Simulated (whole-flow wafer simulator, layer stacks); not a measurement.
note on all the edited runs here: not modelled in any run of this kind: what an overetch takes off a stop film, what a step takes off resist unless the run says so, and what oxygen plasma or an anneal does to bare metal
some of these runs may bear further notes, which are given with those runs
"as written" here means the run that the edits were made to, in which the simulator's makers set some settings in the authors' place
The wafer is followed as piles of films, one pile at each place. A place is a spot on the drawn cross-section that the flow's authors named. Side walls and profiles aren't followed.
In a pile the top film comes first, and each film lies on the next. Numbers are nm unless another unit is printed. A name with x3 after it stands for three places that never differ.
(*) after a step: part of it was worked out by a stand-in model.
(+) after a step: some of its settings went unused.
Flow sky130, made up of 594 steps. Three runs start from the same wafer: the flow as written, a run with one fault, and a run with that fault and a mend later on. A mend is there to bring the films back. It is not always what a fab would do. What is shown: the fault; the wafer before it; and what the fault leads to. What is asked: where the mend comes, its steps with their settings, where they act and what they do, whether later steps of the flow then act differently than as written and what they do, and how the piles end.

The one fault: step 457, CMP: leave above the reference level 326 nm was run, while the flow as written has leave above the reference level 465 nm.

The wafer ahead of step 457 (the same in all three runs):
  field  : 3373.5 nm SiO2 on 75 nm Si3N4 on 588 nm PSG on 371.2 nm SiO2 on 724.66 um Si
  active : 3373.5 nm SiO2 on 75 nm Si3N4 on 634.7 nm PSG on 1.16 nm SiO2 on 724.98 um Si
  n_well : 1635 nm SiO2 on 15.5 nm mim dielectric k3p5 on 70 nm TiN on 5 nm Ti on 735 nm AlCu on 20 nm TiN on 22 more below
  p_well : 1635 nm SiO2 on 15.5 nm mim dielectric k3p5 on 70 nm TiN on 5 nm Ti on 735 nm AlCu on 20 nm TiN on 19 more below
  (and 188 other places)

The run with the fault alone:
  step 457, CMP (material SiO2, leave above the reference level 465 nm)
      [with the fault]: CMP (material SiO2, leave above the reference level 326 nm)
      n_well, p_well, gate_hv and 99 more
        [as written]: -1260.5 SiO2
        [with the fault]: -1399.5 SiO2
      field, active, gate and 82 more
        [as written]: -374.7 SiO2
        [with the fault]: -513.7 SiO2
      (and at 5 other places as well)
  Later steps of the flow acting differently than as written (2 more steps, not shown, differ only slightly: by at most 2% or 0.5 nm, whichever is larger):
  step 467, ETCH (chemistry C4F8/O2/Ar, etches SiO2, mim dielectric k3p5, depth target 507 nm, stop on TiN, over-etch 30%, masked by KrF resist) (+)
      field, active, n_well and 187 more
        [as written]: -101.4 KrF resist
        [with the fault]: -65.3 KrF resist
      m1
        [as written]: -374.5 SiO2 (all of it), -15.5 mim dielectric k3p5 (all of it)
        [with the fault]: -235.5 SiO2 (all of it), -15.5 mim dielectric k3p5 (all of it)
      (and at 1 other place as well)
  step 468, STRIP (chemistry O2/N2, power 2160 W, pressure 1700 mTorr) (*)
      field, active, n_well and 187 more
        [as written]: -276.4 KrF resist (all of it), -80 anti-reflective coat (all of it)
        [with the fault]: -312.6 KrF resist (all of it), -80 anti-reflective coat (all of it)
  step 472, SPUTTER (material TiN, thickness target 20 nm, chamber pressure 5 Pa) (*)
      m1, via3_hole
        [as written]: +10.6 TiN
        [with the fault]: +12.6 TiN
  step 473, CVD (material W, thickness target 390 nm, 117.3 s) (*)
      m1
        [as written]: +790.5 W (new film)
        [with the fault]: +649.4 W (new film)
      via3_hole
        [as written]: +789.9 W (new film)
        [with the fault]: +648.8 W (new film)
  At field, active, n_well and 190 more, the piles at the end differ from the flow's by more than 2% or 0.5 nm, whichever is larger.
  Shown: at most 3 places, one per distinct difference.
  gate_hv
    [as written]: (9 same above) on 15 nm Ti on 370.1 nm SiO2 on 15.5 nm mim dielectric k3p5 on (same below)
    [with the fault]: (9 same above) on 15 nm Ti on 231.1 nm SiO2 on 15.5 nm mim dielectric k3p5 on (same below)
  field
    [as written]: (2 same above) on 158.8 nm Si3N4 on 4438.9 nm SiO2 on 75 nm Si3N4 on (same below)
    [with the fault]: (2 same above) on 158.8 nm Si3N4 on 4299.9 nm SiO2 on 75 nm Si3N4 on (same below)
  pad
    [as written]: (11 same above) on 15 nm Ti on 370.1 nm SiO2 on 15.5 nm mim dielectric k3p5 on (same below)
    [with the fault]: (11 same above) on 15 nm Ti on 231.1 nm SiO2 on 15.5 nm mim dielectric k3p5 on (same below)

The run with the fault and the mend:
  After step 457 comes the mend.
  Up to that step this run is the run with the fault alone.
  step 457a, HDPCVD (thickness target 139 nm) (*) (the flow's step 456 again, with other settings)
      field, active, n_well and 189 more
        +139 SiO2
  Every later step of the flow that is run acts as written, at every place that is followed, to within 2% or 0.5 nm, whichever is larger.
  At every place that both follow, the piles at the end match the flow's.
